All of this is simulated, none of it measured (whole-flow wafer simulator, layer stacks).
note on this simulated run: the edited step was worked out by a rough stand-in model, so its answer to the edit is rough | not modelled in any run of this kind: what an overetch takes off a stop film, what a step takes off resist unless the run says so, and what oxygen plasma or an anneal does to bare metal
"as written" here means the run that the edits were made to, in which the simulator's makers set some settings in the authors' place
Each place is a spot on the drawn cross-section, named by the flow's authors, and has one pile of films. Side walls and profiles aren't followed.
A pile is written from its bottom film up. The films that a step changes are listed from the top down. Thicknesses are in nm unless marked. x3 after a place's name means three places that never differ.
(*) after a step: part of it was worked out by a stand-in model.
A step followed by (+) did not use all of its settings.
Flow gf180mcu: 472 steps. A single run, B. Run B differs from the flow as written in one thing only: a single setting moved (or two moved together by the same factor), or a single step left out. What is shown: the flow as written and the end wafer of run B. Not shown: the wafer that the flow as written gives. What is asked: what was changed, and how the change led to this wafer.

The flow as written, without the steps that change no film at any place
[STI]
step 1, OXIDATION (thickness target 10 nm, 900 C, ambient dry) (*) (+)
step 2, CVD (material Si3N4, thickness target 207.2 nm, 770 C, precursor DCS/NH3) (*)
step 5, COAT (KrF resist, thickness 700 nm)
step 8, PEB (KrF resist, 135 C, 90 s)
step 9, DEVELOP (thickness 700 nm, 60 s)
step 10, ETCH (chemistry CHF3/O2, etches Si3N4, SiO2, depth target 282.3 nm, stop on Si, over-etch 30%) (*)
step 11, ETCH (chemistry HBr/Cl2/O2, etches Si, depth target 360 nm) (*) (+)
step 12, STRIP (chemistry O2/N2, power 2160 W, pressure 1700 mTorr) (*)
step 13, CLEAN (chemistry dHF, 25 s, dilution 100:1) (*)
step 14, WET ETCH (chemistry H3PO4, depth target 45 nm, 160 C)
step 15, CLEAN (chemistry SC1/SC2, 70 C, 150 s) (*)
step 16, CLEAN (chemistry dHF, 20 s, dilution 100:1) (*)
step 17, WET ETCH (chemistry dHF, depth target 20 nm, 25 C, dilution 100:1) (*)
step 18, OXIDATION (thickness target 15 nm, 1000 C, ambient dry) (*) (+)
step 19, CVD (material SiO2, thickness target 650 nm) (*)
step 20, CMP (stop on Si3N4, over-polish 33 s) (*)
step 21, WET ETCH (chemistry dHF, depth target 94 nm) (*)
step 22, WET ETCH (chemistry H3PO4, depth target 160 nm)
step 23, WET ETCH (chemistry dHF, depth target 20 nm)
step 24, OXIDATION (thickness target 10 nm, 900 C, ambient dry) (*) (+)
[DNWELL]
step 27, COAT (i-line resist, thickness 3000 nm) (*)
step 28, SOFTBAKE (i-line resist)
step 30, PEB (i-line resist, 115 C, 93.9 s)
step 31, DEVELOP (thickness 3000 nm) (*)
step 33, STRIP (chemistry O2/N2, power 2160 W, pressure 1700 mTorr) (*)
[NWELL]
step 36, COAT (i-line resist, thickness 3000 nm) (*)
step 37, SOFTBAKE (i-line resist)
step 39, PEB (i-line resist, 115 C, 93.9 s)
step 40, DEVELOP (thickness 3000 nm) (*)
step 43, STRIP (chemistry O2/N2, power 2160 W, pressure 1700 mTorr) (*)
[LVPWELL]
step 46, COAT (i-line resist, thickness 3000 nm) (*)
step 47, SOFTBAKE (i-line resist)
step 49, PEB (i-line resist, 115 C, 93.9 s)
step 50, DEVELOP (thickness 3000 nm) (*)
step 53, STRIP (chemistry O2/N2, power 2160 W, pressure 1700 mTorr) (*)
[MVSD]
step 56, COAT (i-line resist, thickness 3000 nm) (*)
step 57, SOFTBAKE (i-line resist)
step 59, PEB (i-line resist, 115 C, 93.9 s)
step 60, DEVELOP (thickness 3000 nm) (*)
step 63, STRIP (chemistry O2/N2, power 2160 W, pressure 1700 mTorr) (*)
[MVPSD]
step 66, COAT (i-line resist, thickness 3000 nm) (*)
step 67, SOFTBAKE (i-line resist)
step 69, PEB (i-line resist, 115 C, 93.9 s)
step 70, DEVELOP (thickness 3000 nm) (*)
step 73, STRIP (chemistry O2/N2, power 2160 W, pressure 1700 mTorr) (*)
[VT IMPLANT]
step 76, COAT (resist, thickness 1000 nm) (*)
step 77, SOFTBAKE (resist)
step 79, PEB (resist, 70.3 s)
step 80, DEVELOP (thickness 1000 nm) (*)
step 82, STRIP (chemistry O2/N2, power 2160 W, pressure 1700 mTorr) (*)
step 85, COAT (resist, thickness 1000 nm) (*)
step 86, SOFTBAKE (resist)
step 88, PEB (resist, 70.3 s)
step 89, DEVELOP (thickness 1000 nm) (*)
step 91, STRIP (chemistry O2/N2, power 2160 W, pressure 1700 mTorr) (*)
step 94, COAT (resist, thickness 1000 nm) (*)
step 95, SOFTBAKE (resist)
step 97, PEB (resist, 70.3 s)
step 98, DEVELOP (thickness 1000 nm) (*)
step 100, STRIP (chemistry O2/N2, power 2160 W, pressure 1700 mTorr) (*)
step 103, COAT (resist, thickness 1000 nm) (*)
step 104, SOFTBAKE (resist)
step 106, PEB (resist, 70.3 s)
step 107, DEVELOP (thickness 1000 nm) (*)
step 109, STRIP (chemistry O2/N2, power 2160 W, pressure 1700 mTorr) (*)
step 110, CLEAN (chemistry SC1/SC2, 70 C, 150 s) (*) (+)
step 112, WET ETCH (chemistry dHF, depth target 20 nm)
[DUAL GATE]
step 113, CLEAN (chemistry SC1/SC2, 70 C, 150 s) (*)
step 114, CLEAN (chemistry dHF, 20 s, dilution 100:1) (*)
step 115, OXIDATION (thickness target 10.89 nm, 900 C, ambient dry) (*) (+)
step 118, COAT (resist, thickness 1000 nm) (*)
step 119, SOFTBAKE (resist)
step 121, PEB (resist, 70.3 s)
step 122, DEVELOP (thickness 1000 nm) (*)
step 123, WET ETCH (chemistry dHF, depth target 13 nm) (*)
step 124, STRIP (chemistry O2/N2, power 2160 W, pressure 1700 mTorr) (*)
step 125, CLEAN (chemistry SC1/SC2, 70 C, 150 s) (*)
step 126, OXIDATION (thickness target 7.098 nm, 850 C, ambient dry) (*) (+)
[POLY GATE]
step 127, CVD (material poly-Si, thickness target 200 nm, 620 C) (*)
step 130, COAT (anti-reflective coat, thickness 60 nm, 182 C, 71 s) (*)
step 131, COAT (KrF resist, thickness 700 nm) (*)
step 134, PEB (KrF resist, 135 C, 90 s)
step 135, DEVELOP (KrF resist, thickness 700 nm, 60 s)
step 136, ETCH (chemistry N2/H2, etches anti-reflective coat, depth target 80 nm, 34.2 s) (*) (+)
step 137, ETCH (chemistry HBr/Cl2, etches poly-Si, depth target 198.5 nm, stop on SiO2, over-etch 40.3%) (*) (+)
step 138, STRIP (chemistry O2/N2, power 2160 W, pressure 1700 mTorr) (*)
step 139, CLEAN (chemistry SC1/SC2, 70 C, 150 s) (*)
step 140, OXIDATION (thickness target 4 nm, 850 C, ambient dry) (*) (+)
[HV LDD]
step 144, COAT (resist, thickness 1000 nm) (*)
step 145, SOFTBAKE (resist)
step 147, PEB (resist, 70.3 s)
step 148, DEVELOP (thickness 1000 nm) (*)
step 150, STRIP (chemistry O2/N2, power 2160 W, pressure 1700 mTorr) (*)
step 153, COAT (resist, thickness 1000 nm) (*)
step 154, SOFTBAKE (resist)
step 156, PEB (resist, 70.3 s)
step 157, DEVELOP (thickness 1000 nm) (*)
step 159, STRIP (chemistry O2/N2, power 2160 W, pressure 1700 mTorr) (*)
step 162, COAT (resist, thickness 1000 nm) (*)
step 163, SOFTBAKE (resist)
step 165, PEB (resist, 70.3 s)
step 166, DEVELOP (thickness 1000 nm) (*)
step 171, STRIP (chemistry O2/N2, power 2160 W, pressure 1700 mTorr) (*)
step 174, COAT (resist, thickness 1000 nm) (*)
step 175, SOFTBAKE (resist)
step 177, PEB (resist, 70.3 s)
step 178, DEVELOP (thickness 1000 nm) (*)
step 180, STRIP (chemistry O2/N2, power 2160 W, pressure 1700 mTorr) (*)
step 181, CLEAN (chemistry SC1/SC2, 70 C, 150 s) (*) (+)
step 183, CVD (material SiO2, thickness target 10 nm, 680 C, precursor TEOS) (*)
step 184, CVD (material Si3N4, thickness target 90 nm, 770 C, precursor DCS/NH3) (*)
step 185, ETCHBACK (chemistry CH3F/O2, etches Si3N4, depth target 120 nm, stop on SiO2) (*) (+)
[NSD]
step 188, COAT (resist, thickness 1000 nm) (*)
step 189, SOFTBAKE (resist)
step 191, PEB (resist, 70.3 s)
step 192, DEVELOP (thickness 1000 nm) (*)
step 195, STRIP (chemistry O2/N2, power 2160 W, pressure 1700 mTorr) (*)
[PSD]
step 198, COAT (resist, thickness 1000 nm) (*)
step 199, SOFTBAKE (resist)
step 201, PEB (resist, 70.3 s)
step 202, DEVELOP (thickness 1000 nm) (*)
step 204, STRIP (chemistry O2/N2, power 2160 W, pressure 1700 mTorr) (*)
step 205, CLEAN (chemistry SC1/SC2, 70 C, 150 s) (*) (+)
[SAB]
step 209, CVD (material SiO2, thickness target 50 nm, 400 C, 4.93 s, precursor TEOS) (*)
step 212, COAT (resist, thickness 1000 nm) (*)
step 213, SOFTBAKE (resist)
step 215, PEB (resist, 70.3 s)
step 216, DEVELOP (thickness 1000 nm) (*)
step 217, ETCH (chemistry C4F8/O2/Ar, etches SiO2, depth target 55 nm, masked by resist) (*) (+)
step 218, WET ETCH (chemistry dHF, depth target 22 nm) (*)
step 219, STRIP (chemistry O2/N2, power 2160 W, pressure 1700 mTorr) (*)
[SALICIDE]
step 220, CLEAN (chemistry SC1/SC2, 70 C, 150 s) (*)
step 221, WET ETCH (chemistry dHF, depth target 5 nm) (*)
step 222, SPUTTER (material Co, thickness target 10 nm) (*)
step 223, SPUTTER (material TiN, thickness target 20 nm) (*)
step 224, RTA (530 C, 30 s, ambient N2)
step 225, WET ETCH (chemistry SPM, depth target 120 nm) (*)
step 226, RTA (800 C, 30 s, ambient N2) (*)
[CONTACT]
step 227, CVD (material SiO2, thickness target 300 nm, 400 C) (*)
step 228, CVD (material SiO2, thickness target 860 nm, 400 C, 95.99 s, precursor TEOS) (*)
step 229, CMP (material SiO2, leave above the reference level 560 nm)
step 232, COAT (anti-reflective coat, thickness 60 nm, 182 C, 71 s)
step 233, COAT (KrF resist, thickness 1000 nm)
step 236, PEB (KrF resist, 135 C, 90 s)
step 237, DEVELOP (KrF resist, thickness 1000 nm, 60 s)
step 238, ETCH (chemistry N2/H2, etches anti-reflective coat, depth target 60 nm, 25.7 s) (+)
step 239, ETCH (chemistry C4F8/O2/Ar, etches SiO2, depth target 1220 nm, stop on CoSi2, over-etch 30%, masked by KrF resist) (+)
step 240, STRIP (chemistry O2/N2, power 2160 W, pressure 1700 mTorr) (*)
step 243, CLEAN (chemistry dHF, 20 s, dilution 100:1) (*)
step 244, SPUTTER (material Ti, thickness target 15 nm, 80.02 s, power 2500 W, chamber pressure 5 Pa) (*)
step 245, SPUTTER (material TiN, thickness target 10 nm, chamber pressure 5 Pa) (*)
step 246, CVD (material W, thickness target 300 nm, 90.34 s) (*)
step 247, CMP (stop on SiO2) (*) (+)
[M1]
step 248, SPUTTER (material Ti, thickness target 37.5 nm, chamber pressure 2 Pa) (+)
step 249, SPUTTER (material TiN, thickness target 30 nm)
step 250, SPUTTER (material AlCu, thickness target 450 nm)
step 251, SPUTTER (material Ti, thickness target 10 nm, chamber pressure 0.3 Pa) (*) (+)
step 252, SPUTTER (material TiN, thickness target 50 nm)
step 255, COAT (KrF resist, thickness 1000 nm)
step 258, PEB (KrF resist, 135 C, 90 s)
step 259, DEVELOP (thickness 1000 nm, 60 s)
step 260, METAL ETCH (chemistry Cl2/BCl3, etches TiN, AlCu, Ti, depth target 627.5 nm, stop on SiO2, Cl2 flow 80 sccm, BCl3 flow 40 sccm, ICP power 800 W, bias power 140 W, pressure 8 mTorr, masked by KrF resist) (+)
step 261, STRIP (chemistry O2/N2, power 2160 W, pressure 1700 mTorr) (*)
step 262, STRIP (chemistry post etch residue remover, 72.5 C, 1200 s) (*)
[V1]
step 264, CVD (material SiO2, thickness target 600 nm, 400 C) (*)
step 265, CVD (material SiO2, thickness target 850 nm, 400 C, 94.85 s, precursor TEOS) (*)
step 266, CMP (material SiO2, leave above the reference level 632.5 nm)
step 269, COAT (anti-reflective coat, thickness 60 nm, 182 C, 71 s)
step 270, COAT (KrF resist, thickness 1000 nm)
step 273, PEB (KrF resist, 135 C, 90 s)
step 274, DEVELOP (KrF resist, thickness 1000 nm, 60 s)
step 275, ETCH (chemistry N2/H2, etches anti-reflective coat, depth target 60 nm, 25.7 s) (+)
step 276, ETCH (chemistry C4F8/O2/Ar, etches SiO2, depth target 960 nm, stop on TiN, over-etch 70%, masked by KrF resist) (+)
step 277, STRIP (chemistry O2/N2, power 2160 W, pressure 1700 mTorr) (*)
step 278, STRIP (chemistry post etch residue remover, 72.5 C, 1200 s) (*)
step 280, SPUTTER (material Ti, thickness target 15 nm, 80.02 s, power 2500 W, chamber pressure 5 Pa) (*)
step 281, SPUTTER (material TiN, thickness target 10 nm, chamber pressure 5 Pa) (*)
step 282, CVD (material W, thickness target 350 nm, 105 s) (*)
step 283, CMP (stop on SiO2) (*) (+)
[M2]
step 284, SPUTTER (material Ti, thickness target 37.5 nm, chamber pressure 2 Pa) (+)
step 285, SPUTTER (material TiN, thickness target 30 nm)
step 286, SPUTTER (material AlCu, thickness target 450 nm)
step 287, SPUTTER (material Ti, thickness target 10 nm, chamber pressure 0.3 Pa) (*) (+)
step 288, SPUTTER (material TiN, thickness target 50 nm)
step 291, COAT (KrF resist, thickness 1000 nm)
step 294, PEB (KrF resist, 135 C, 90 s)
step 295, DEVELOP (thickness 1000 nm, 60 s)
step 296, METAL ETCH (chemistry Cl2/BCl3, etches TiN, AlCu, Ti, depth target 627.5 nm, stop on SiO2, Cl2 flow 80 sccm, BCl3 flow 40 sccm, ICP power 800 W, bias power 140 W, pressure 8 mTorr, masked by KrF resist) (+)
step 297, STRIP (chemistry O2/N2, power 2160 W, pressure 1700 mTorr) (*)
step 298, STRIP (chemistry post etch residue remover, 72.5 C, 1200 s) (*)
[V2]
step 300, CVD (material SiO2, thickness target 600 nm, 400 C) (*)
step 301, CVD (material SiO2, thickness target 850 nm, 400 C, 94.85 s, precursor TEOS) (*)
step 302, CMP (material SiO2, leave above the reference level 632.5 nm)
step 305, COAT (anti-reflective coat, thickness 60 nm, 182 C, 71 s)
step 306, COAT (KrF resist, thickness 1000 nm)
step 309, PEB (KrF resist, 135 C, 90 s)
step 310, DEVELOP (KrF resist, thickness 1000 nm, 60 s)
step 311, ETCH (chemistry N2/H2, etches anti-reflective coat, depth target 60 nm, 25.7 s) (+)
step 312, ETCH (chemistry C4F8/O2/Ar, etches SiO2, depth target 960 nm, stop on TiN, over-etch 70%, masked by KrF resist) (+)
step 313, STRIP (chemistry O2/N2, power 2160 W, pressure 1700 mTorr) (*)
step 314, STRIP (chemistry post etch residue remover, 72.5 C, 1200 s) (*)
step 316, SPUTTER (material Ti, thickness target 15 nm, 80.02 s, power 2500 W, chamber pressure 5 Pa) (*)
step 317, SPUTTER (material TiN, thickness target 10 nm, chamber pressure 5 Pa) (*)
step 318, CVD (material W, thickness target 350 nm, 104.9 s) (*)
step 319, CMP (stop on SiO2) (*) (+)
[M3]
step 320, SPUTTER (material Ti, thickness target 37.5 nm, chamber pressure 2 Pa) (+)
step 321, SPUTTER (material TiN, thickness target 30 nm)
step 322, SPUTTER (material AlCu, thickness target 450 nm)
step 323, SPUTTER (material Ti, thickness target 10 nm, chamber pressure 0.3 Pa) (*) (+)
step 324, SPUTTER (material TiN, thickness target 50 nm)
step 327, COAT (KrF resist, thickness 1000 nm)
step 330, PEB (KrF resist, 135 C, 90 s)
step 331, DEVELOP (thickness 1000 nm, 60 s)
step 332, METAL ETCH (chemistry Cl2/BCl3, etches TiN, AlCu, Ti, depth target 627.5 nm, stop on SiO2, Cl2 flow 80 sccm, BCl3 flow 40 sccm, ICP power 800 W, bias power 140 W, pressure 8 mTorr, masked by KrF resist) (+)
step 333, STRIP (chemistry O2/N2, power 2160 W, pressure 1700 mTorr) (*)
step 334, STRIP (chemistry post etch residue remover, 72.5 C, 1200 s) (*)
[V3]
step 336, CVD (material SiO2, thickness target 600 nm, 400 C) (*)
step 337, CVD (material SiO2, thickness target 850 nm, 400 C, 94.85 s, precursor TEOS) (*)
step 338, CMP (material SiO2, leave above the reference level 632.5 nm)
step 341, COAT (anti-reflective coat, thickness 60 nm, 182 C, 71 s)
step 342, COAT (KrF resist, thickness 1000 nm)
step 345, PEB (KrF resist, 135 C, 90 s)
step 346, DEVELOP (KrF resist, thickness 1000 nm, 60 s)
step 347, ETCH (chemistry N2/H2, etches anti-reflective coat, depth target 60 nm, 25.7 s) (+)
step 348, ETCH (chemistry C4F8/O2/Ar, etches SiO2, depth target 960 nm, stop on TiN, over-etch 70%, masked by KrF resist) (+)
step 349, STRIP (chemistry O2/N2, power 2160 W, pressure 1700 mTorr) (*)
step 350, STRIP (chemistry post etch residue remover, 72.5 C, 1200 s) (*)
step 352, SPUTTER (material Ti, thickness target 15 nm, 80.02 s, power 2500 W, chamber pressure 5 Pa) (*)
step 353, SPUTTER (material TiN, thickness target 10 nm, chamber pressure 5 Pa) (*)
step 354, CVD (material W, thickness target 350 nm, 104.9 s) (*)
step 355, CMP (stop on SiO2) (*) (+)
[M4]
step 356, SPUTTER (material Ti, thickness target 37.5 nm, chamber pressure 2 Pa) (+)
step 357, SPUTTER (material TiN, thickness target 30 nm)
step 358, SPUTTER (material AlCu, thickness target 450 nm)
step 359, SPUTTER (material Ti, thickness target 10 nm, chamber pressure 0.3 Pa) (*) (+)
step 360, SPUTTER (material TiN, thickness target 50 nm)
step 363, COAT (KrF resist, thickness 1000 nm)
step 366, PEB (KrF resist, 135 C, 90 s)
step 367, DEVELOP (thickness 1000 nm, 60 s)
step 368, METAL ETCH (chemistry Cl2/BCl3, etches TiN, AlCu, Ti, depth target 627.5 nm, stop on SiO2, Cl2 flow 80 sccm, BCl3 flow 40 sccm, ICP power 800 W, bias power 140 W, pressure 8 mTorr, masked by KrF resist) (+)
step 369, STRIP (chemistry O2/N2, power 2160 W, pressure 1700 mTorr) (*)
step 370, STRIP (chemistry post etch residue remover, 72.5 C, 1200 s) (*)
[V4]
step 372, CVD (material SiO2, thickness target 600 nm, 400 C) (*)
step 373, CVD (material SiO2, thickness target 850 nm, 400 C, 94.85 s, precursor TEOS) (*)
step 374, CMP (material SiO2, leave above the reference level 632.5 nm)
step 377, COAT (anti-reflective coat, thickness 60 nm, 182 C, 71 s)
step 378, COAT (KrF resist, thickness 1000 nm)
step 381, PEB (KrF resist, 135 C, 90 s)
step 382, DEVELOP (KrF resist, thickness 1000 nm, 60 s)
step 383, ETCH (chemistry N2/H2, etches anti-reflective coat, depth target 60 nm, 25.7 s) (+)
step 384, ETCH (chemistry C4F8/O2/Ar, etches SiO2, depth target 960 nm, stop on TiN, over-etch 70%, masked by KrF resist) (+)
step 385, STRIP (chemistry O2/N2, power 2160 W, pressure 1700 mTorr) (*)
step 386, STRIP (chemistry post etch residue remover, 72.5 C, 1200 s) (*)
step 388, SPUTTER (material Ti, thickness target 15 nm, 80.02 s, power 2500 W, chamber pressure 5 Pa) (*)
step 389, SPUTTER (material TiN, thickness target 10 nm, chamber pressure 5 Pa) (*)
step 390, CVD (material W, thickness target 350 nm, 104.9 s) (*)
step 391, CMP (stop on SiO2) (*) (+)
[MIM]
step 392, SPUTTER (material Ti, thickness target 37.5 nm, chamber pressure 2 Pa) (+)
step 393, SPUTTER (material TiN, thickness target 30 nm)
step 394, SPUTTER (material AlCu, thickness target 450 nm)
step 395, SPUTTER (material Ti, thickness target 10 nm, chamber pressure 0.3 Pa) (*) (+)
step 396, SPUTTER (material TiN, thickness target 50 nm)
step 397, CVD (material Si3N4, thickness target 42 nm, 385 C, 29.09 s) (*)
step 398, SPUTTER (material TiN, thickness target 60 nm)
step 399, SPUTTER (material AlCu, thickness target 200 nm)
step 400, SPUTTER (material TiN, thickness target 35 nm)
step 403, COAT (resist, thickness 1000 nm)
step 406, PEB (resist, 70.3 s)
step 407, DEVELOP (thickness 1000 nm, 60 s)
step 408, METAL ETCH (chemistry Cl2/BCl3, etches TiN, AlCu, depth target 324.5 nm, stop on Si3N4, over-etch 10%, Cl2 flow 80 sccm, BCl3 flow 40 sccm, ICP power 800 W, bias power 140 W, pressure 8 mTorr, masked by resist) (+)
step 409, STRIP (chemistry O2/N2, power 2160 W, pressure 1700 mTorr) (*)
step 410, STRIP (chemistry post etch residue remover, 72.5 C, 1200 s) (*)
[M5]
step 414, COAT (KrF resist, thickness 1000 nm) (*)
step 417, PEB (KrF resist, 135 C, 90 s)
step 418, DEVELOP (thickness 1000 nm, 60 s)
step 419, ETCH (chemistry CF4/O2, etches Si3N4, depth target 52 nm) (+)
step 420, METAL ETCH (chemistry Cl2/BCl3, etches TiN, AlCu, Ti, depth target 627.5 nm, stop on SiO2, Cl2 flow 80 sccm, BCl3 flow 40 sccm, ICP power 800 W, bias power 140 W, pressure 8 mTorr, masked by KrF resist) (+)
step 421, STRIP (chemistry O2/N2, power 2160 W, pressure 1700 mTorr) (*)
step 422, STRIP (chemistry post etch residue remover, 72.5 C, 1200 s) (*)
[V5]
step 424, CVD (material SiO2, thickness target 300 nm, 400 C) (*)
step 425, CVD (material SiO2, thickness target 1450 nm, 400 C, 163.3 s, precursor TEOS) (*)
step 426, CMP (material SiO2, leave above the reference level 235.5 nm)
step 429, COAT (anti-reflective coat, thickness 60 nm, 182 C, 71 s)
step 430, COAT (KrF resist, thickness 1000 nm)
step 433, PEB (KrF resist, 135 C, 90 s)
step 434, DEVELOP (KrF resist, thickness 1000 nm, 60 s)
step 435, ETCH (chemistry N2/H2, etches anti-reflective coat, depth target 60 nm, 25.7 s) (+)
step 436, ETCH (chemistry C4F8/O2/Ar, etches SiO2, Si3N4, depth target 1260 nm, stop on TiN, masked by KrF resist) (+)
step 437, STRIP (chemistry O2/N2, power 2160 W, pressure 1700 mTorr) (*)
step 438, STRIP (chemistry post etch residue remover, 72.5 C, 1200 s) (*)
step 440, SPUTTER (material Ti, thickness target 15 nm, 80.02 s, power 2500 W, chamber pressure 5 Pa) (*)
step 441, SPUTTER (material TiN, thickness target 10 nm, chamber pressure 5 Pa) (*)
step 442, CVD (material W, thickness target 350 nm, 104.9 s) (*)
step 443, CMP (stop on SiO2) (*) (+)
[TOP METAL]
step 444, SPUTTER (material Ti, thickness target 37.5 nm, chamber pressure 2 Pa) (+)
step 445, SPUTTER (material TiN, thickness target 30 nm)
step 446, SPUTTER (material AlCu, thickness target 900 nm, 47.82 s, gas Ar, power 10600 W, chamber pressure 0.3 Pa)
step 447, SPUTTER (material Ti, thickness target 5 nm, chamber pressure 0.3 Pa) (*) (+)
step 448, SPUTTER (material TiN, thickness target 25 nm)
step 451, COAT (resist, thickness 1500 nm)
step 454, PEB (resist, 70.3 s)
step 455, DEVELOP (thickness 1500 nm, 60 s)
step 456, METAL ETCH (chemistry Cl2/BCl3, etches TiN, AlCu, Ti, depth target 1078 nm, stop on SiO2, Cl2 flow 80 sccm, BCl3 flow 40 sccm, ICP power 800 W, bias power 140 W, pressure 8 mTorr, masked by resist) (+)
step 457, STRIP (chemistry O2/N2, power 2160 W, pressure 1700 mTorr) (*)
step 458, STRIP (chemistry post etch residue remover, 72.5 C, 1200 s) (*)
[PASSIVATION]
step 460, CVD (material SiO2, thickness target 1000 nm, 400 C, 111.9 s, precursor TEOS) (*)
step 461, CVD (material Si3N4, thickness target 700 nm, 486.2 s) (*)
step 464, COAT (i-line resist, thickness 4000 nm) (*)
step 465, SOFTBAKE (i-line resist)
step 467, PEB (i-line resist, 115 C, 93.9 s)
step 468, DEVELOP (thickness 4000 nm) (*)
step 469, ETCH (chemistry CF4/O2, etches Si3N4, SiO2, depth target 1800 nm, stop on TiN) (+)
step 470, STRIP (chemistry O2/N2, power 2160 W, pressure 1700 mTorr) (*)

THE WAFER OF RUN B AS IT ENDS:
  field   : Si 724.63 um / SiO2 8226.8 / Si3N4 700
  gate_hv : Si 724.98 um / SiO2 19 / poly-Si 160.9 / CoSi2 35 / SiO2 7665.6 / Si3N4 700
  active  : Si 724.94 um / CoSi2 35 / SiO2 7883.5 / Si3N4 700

The reason: step 115, OXIDATION: thickness target 16.06 nm was run, whereas the flow has thickness target 10.89 nm.

How this came from the change, step by step:
  step 115, OXIDATION (thickness target 10.89 nm, 900 C, ambient dry) (*) (+)
      active, n_well, p_well and 40 more: +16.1 SiO2 (new film), -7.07 Si (as written it would have been: +10.9 SiO2 (new film), -4.79 Si)
      sti, mim_1p0, pad and 19 more: +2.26 SiO2, -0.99 Si (as written it would have been: +1.22 SiO2, -0.54 Si)
      (and at 27 other places as well)
  step 123, WET ETCH (chemistry dHF, depth target 13 nm) (*)
      active, n_well, p_well and 12 more: -13 SiO2 (as written it would have been: -10.9 SiO2 (all of it))
  step 124, STRIP (chemistry O2/N2, power 2160 W, pressure 1700 mTorr) (*)
      active, n_well, p_well and 12 more: nothing (as written it would have been: +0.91 chemical SiO2 (new film), -0.4 Si)
  step 126, OXIDATION (thickness target 7.098 nm, 850 C, ambient dry) (*) (+)
      active, n_well, p_well and 12 more: +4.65 SiO2, -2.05 Si (as written it would have been: +7.1 SiO2 (new film), -0.76 chemical SiO2 (all of it), -2.79 Si)
  step 130, COAT (anti-reflective coat, thickness 60 nm, 182 C, 71 s) (*)
      p_well, spacer, sd_n: +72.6 anti-reflective coat (new film) (as written it would have been: +70.9 anti-reflective coat (new film))
      field__w6: +56.4 anti-reflective coat (new film) (as written it would have been: +55.2 anti-reflective coat (new film))
      (and at 7 other places as well)
  step 136, ETCH (chemistry N2/H2, etches anti-reflective coat, depth target 80 nm, 34.2 s) (*) (+)
      p_well, spacer, sd_n: -72.6 anti-reflective coat (all of it), -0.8 poly-Si (as written it would have been: -70.9 anti-reflective coat (all of it), -0.85 poly-Si)
      field__w6: -56.4 anti-reflective coat (all of it), -1.22 poly-Si (as written it would have been: -55.2 anti-reflective coat (all of it), -1.25 poly-Si)
      (and at 4 other places as well)
  step 138, STRIP (chemistry O2/N2, power 2160 W, pressure 1700 mTorr) (*)
      ld_fp_p: +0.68 chemical SiO2 (new film), -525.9 KrF resist (all of it), -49 anti-reflective coat (all of it), -0.3 poly-Si (as written it would have been: +0.68 chemical SiO2 (new film), -526.2 KrF resist (all of it), -47.8 anti-reflective coat (all of it), -0.3 poly-Si)
      ldn_fp: +0.68 chemical SiO2 (new film), -530 KrF resist (all of it), -49.7 anti-reflective coat (all of it), -0.3 poly-Si (as written it would have been: +0.68 chemical SiO2 (new film), -530.2 KrF resist (all of it), -48.5 anti-reflective coat (all of it), -0.3 poly-Si)
      (and at 1 other place as well)
  step 189, SOFTBAKE (resist)
      field__w9: -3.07 resist (as written it would have been: +6.92 resist)
      active_nat: +9.32 resist (as written it would have been: +5.49 resist)
  step 199, SOFTBAKE (resist)
      field__w9: -3.07 resist (as written it would have been: +6.92 resist)
      active_nat: +9.32 resist (as written it would have been: +5.49 resist)
  step 218, WET ETCH (chemistry dHF, depth target 22 nm) (*)
      ldn_tap, ldn_src, ldn_drn, ldp_tap, ldp_src, ldp_drn, ldp_gr: -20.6 SiO2 (all of it) (as written it would have been: -16 SiO2 (all of it))
      ld_drn_n, ld_sd_p: -19.4 SiO2 (all of it) (as written it would have been: -14.8 SiO2 (all of it))
      (and at 5 other places as well)
